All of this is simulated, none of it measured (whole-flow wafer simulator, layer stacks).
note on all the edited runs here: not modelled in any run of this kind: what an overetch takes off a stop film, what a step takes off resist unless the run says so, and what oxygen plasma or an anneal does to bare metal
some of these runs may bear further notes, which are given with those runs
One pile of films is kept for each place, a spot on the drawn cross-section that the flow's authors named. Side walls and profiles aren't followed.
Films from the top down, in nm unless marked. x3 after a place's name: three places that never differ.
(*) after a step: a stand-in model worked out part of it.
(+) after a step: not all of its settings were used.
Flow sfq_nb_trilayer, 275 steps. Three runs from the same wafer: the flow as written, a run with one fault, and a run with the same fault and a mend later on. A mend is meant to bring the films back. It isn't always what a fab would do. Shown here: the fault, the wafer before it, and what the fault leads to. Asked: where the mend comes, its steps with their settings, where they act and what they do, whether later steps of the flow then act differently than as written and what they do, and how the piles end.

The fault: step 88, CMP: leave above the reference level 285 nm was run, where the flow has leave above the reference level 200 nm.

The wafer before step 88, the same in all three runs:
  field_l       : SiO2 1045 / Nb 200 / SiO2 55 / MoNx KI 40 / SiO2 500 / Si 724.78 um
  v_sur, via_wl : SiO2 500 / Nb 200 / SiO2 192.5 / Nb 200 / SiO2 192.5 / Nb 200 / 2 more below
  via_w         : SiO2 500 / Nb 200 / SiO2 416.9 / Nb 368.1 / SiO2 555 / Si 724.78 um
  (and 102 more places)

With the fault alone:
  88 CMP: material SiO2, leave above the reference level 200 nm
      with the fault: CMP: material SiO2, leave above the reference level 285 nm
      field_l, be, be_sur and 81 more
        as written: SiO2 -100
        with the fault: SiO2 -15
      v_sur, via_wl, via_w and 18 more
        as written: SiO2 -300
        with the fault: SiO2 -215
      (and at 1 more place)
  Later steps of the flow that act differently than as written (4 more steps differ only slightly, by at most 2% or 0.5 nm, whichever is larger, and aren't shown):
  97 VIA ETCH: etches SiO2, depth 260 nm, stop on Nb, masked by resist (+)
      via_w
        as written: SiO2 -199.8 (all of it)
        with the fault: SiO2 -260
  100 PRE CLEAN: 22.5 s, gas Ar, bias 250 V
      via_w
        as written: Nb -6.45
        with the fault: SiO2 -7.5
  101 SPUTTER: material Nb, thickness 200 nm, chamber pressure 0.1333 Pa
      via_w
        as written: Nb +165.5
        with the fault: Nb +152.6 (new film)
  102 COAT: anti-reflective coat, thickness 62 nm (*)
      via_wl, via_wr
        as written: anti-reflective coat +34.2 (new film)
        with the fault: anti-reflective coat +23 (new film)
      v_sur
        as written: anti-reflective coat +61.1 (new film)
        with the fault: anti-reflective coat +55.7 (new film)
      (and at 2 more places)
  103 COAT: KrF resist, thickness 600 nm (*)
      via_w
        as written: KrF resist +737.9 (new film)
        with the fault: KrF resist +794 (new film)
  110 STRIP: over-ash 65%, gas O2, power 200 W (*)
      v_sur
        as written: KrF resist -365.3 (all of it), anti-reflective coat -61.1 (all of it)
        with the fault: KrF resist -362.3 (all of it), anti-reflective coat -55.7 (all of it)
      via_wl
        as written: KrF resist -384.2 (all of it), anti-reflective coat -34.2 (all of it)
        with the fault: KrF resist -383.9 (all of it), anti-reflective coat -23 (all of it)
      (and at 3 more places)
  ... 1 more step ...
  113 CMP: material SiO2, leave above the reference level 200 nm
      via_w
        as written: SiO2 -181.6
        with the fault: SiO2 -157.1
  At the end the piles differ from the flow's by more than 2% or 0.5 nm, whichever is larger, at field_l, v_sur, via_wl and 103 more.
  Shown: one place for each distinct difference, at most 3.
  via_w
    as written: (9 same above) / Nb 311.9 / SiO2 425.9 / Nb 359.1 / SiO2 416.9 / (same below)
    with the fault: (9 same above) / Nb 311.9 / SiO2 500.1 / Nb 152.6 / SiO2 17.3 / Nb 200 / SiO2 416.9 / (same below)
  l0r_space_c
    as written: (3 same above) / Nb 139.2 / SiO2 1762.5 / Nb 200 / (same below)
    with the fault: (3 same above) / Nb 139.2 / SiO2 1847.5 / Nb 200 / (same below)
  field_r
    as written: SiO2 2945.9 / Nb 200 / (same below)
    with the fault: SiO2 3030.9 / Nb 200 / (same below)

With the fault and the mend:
  The mend comes after step 89.
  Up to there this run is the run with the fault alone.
  89a CMP: material SiO2, leave above the reference level 200 nm (the flow's step 88 once more)
      field_l, v_sur, via_wl and 103 more
        SiO2 -85
  No later step of the flow acts differently than as written at any place that is followed.
  At the end the piles are the same as the flow's at every place that both follow.
